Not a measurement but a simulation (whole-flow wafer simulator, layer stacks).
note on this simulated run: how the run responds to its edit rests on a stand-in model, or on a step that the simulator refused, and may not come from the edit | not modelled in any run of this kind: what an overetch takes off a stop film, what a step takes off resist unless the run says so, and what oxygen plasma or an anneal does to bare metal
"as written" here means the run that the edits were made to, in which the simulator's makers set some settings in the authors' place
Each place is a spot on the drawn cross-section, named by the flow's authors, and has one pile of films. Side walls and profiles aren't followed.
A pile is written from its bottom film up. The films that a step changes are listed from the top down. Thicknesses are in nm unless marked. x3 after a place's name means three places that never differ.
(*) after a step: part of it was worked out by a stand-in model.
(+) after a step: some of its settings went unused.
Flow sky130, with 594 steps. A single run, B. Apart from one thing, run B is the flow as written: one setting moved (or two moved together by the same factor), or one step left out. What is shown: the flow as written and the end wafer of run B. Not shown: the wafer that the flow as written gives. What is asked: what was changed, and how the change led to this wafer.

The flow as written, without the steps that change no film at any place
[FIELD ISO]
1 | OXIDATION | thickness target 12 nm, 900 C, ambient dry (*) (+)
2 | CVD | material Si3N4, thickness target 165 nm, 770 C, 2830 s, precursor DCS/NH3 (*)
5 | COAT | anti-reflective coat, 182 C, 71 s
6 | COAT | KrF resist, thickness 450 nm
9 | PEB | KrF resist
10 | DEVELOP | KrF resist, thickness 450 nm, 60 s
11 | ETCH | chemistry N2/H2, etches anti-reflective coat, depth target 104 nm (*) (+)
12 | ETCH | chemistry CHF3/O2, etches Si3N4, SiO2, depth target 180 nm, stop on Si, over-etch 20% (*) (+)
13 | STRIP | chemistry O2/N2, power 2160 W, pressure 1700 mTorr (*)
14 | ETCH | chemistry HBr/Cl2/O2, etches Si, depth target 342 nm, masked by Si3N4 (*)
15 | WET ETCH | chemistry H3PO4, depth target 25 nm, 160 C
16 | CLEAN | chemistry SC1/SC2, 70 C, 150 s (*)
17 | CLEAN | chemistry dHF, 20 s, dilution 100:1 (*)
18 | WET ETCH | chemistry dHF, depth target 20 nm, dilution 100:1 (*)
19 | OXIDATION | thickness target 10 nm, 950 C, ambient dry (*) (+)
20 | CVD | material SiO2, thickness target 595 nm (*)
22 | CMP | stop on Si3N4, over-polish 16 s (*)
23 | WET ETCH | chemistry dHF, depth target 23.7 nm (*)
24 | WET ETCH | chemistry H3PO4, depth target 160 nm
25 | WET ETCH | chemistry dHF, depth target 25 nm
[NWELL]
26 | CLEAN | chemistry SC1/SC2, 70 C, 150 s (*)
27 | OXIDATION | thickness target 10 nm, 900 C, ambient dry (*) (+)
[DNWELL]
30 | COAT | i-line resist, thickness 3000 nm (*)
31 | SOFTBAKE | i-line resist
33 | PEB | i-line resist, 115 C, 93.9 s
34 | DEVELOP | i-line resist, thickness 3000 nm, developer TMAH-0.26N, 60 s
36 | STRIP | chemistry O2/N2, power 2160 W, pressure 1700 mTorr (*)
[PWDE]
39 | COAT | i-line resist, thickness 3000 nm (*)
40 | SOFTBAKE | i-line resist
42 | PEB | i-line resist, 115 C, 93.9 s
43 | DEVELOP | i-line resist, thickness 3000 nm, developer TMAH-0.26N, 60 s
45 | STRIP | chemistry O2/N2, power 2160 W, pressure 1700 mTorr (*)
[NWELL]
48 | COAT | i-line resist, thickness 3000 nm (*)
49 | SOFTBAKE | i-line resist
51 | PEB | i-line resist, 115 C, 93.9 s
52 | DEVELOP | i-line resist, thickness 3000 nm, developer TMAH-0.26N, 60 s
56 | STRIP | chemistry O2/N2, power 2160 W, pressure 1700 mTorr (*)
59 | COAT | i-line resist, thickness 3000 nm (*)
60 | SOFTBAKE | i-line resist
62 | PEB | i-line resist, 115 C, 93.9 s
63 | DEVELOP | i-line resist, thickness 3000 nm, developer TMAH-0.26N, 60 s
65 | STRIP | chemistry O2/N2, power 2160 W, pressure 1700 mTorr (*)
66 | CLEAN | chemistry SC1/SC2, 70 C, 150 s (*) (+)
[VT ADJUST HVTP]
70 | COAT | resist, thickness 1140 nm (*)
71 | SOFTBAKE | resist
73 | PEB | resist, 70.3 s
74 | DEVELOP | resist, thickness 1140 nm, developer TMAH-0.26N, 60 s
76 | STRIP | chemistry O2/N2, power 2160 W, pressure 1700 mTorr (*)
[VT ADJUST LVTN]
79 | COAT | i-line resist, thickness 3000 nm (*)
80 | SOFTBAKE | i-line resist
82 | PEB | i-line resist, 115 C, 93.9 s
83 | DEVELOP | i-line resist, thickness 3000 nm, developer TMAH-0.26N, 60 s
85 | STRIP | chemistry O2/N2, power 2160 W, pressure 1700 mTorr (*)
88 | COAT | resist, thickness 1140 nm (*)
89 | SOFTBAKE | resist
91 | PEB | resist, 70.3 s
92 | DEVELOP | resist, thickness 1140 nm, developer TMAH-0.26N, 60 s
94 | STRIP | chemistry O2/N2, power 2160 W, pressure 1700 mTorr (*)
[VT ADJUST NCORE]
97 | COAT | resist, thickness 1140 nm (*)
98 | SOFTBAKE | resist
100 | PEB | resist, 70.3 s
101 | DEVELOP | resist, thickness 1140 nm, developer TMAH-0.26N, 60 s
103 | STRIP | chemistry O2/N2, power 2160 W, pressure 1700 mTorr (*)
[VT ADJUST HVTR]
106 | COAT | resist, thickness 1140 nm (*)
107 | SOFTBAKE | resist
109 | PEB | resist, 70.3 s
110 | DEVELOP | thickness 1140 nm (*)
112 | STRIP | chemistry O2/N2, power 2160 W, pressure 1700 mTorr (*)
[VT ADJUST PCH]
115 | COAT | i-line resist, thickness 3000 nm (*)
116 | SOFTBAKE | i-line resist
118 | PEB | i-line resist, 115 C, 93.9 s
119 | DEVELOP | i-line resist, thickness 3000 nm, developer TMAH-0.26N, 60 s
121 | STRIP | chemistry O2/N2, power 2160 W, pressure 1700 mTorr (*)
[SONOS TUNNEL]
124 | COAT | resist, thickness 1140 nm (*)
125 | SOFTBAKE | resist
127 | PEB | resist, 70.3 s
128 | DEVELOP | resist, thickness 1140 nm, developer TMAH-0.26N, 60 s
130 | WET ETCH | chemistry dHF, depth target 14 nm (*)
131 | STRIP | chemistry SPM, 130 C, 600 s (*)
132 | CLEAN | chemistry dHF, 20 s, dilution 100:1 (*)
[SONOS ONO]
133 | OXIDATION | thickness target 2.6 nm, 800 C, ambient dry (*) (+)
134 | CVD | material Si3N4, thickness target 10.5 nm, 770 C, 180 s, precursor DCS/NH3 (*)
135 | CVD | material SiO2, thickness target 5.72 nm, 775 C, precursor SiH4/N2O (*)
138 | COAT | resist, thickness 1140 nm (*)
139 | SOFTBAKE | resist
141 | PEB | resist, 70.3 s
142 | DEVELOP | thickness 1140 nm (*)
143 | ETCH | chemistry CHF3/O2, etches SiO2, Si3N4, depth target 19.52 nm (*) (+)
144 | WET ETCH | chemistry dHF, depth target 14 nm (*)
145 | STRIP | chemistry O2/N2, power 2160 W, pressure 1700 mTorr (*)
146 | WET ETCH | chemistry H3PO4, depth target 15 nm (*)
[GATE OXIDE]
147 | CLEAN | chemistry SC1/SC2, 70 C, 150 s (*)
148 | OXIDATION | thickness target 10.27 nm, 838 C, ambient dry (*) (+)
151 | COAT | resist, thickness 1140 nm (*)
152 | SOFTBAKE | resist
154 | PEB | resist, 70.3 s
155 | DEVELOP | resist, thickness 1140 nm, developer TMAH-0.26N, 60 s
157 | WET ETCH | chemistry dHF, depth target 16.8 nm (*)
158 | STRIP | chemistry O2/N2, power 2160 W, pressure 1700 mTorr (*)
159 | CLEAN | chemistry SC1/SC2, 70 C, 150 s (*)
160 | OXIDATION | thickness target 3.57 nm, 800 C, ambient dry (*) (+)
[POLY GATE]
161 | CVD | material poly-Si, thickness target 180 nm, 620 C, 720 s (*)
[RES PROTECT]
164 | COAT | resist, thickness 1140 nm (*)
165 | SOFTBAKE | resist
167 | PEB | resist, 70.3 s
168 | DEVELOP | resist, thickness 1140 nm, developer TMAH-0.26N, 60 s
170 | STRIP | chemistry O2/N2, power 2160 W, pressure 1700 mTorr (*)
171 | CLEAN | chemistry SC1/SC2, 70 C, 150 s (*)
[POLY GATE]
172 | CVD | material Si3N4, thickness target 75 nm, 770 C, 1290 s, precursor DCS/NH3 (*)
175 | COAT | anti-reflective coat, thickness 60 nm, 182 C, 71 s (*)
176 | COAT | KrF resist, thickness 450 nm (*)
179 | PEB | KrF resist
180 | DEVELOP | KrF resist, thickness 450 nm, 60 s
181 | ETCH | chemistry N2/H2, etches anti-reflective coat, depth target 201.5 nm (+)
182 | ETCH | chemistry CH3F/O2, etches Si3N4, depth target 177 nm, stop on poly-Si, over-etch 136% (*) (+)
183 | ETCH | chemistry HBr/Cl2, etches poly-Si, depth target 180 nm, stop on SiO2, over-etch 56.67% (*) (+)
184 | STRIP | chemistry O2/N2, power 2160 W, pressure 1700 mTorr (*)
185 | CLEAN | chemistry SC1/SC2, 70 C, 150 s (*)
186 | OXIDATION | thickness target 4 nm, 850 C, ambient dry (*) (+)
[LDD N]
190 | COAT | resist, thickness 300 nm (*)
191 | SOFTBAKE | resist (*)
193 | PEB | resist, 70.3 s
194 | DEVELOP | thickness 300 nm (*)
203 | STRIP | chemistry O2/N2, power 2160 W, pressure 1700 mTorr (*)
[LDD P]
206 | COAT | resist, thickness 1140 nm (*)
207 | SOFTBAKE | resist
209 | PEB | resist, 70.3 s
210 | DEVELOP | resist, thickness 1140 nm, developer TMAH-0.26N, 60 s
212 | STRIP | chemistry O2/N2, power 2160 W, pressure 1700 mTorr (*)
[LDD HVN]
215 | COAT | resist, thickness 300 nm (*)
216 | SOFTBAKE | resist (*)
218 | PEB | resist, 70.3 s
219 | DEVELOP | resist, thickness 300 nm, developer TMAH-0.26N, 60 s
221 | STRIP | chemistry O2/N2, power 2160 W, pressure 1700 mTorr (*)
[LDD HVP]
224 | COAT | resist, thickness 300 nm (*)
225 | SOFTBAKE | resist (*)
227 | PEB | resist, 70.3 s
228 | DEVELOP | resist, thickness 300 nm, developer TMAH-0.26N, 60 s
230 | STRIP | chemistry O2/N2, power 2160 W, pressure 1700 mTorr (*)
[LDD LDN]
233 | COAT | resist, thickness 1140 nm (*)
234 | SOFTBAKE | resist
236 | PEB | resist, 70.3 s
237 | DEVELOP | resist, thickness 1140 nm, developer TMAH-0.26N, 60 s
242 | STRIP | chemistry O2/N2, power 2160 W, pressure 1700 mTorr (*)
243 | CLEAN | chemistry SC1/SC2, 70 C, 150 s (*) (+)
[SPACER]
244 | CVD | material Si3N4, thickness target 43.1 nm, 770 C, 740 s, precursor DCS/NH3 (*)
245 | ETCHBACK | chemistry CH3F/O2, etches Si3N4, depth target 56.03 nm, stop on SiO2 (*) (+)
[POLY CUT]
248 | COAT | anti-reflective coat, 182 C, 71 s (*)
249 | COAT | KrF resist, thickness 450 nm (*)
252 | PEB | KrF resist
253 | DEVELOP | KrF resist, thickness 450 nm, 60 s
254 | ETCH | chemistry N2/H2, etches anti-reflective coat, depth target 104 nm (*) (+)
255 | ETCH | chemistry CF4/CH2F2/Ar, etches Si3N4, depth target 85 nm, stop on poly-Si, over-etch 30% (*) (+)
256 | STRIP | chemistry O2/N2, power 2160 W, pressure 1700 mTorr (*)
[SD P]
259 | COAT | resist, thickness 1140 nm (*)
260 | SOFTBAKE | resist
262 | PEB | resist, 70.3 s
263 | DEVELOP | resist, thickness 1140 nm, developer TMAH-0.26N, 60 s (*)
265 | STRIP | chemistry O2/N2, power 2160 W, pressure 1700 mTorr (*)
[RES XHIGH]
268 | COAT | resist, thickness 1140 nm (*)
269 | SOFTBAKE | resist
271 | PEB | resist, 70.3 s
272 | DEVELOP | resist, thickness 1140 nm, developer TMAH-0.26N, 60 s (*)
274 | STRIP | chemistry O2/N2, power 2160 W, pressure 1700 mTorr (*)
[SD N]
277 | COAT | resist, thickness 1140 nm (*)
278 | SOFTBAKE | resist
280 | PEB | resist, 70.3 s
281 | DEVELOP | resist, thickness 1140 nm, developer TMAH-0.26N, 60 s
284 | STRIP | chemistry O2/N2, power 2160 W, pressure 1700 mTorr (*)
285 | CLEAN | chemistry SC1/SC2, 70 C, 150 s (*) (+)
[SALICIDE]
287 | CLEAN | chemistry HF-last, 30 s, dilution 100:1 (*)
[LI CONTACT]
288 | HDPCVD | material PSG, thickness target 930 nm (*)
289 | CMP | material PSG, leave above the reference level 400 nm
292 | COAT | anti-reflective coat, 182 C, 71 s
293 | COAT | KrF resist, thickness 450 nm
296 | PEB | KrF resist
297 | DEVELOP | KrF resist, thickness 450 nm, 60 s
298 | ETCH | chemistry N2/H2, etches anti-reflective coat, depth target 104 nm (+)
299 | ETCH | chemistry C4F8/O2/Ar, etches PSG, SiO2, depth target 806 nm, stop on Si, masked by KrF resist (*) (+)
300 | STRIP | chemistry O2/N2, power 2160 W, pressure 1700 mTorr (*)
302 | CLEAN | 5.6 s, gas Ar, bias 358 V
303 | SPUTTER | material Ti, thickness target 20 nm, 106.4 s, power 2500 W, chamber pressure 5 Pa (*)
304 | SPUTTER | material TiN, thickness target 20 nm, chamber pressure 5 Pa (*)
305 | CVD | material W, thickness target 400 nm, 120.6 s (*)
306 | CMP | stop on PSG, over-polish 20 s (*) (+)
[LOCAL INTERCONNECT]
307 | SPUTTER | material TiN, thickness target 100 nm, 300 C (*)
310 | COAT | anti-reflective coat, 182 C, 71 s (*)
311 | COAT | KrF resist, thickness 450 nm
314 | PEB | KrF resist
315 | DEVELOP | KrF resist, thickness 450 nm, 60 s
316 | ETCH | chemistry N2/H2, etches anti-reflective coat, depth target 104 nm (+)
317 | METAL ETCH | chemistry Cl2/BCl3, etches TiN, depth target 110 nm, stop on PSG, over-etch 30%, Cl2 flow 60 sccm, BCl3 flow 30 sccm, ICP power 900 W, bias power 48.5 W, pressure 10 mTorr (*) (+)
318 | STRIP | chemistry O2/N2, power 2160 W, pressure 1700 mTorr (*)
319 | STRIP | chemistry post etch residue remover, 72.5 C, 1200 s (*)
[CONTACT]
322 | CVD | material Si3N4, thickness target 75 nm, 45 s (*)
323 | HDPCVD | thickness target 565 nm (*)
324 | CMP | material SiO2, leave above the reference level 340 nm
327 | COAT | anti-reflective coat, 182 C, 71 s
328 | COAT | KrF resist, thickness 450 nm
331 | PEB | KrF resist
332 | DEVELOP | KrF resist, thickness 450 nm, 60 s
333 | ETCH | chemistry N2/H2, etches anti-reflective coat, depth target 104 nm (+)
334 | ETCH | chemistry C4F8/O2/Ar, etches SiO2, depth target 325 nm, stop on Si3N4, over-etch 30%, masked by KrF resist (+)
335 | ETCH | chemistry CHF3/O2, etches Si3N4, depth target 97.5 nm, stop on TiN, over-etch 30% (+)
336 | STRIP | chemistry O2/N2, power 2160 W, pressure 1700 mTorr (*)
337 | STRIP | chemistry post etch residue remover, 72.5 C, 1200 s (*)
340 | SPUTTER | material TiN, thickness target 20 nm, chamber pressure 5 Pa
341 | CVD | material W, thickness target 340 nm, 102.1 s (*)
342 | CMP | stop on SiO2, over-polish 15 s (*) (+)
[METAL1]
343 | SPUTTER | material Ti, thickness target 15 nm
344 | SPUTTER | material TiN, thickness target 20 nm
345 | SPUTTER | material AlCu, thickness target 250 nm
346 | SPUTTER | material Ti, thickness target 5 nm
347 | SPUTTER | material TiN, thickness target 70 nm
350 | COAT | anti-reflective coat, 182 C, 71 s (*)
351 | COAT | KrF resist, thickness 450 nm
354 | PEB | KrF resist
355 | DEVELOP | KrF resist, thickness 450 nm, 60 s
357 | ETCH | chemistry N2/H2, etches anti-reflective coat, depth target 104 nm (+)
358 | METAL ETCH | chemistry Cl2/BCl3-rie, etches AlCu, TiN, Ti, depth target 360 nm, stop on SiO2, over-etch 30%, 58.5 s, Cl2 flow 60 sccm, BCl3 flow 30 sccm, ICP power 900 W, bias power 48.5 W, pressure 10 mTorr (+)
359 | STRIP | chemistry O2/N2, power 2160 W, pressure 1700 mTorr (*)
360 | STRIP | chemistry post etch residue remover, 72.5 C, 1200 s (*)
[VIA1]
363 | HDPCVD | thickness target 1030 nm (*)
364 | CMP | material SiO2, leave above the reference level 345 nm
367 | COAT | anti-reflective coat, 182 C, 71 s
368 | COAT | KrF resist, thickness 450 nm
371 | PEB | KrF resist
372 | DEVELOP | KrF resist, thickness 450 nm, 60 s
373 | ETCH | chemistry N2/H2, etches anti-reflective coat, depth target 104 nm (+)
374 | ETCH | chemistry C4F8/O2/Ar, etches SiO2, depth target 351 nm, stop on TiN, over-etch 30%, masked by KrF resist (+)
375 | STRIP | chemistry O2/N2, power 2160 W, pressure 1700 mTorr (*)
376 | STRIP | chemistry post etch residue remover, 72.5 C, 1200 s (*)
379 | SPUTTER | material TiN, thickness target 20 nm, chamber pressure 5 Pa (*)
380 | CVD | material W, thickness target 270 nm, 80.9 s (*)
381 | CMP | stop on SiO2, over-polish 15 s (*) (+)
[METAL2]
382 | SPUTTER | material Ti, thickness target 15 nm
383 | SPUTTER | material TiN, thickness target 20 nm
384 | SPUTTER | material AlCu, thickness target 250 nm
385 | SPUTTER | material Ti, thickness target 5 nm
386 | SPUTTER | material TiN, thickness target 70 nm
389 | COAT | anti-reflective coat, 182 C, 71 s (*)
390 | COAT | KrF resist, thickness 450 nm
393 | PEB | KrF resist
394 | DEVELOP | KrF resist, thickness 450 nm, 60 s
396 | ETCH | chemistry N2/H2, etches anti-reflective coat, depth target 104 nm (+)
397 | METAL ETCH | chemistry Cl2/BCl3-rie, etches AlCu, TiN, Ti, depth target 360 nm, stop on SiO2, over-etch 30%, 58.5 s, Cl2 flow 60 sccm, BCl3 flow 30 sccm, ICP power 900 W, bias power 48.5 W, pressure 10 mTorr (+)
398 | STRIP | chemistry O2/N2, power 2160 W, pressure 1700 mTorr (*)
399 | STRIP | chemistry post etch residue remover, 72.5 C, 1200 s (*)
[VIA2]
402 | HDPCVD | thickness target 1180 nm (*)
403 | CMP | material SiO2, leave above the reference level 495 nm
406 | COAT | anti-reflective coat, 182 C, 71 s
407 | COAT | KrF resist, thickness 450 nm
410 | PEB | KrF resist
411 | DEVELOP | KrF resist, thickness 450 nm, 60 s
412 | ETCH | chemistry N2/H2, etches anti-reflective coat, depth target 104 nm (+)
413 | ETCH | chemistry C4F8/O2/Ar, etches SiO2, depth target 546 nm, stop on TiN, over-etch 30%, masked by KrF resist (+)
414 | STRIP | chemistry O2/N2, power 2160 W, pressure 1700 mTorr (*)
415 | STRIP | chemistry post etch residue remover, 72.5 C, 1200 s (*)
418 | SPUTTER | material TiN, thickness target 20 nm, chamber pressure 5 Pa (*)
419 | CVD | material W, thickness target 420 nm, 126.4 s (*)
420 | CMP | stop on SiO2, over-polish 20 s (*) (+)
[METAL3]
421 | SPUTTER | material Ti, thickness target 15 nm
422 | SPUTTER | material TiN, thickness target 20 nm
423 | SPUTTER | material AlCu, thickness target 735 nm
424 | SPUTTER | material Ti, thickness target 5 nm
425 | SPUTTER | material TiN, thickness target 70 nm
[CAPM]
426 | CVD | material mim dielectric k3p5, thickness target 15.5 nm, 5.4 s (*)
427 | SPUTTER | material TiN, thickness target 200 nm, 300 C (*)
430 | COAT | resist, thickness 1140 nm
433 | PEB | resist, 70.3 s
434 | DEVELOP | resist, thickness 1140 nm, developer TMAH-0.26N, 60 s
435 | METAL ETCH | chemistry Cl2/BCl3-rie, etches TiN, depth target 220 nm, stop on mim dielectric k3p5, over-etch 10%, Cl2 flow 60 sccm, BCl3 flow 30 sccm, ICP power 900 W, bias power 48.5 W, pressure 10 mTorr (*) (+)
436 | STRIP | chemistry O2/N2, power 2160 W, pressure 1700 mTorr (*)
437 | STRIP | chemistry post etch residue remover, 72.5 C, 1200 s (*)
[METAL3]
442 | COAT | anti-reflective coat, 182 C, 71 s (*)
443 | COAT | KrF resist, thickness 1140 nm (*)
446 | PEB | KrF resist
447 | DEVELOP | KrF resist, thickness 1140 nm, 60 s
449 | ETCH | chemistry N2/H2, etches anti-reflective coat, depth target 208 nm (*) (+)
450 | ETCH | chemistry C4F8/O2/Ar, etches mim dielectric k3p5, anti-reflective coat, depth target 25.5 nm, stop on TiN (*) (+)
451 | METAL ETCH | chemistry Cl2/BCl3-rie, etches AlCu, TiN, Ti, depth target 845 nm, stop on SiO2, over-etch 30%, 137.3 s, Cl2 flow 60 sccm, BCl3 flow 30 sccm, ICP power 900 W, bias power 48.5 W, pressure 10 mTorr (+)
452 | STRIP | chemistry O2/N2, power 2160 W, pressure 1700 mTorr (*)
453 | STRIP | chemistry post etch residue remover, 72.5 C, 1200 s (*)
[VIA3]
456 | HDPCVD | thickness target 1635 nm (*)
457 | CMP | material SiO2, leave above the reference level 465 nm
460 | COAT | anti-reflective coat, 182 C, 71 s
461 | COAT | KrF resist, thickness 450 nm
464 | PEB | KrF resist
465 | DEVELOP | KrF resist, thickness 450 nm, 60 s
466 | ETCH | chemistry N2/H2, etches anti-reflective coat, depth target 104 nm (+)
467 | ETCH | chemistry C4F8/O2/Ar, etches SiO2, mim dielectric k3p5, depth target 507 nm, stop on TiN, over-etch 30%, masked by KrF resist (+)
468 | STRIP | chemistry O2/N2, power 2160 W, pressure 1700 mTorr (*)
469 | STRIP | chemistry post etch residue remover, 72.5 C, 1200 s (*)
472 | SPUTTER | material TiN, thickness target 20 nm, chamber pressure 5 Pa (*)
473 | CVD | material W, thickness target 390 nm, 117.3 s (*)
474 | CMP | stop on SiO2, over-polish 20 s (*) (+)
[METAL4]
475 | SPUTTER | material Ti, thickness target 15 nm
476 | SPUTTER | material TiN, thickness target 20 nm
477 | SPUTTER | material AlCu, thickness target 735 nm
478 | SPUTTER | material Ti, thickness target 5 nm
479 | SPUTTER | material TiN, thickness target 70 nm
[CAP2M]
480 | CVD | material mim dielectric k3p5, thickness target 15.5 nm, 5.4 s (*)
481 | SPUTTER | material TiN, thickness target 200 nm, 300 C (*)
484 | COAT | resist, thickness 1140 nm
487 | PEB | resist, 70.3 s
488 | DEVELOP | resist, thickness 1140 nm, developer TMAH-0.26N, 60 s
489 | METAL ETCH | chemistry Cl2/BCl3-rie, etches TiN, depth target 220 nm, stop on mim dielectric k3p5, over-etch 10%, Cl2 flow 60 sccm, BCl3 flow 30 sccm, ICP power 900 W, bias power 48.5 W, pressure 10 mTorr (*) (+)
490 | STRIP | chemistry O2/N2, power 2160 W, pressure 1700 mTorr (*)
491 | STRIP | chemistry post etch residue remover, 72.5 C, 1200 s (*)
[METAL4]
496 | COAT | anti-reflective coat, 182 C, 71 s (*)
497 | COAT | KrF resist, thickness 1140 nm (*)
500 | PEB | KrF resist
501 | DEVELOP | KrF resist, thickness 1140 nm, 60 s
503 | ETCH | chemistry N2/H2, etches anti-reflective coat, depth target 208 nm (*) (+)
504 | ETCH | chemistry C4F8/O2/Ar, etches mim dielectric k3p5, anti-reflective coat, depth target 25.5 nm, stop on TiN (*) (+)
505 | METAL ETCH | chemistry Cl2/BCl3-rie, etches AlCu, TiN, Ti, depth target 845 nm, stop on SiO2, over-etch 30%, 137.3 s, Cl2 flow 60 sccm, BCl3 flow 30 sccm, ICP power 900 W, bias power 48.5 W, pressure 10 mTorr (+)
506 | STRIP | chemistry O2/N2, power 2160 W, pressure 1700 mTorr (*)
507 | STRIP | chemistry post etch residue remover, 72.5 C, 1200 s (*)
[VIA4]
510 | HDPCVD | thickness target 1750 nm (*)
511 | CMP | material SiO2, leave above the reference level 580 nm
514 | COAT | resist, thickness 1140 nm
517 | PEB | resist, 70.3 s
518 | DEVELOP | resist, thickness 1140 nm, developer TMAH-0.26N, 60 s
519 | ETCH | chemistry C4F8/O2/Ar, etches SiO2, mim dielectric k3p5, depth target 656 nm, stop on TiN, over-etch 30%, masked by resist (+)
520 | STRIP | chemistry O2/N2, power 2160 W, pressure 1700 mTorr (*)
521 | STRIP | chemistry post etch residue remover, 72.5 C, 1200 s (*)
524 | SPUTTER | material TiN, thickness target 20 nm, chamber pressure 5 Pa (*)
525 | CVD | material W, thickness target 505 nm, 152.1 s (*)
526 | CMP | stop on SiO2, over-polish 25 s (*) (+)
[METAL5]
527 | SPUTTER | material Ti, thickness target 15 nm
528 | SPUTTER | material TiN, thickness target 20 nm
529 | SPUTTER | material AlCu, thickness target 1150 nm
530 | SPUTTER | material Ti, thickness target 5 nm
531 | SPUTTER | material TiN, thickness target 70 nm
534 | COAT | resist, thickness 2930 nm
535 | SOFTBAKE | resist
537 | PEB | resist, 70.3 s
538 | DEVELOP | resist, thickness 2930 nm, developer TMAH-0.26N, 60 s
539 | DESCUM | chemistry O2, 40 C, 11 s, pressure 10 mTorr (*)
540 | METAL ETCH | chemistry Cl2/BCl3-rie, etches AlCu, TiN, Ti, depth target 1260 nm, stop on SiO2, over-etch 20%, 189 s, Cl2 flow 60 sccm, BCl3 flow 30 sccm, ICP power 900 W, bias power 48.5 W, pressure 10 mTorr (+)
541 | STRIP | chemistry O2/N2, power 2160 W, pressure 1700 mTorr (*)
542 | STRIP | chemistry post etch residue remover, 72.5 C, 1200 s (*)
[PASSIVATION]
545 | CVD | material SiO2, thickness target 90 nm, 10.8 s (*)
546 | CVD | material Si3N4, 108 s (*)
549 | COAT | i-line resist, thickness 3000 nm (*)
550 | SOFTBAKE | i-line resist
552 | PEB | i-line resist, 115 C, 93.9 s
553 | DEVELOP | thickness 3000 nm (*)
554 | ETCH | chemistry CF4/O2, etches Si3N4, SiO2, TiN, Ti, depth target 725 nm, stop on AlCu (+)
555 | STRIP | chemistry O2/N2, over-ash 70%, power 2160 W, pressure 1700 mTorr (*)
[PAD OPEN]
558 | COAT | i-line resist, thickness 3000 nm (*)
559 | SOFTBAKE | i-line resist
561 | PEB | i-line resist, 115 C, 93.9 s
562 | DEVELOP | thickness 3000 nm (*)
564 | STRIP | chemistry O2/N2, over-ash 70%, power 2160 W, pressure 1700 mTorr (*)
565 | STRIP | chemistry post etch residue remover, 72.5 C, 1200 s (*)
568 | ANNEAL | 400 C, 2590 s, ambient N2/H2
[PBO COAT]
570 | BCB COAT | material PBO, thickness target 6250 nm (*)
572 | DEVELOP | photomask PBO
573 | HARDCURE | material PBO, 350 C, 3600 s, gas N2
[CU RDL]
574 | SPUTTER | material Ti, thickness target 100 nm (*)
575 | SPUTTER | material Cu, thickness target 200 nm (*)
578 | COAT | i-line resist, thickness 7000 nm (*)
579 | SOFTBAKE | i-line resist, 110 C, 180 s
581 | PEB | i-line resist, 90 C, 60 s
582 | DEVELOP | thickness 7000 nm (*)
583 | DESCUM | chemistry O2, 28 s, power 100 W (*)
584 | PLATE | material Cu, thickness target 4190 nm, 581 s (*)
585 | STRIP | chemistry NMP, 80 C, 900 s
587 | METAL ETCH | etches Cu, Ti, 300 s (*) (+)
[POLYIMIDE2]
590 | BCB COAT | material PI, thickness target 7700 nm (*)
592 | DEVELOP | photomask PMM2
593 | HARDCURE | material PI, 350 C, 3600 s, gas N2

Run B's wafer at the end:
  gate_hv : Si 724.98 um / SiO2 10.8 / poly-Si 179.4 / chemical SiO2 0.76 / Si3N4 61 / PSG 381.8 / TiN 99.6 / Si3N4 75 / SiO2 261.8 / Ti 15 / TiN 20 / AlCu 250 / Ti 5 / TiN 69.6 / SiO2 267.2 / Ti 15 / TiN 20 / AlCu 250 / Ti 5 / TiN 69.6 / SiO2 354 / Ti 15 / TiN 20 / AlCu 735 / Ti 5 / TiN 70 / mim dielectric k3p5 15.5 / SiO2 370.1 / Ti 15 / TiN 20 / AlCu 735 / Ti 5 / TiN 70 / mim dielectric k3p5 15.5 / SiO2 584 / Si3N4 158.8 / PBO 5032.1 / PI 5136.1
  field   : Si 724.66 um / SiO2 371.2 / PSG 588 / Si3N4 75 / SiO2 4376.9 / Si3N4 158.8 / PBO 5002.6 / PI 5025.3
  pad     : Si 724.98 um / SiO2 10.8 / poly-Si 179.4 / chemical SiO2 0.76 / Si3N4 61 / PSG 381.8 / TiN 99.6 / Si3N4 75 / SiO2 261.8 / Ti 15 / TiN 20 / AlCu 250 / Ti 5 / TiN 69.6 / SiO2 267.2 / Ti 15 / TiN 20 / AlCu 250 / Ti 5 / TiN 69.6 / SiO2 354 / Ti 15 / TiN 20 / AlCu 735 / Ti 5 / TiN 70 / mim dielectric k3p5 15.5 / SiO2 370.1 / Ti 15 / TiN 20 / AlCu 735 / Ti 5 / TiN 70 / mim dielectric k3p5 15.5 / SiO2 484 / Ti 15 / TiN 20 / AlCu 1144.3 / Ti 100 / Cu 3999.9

Cause: step 403, CMP: leave above the reference level 433 nm was run, while the flow as written has leave above the reference level 495 nm.

The path from the change to this, step by step:
  403 | CMP | material SiO2, leave above the reference level 495 nm
      n_well, p_well, gate_hv and 101 more: -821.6 SiO2 (as written it would have been: -759.6 SiO2)
      field, active, gate and 82 more: -451.1 SiO2 (as written it would have been: -389.1 SiO2)
      (as well as at 2 more places)
  413 | ETCH | chemistry C4F8/O2/Ar, etches SiO2, depth target 546 nm, stop on TiN, over-etch 30%, masked by KrF resist (+)
      field, active, n_well and 186 more: -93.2 KrF resist (as written it would have been: -109.2 KrF resist)
      m1: -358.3 SiO2 (all of it) (as written it would have been: -420.3 SiO2 (all of it))
      (as well as at 1 more place)
  414 | STRIP | chemistry O2/N2, power 2160 W, pressure 1700 mTorr (*)
      field, active, n_well and 186 more: -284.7 KrF resist (all of it), -80 anti-reflective coat (all of it) (as written it would have been: -268.6 KrF resist (all of it), -80 anti-reflective coat (all of it))
  418 | SPUTTER | material TiN, thickness target 20 nm, chamber pressure 5 Pa (*)
      m1, via2_hole: +11 TiN (as written it would have been: +10.2 TiN)
  419 | CVD | material W, thickness target 420 nm, 126.4 s (*)
      m1: +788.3 W (new film) (as written it would have been: +851.1 W (new film))
      via2_hole: +787.8 W (new film) (as written it would have been: +850.7 W (new film))
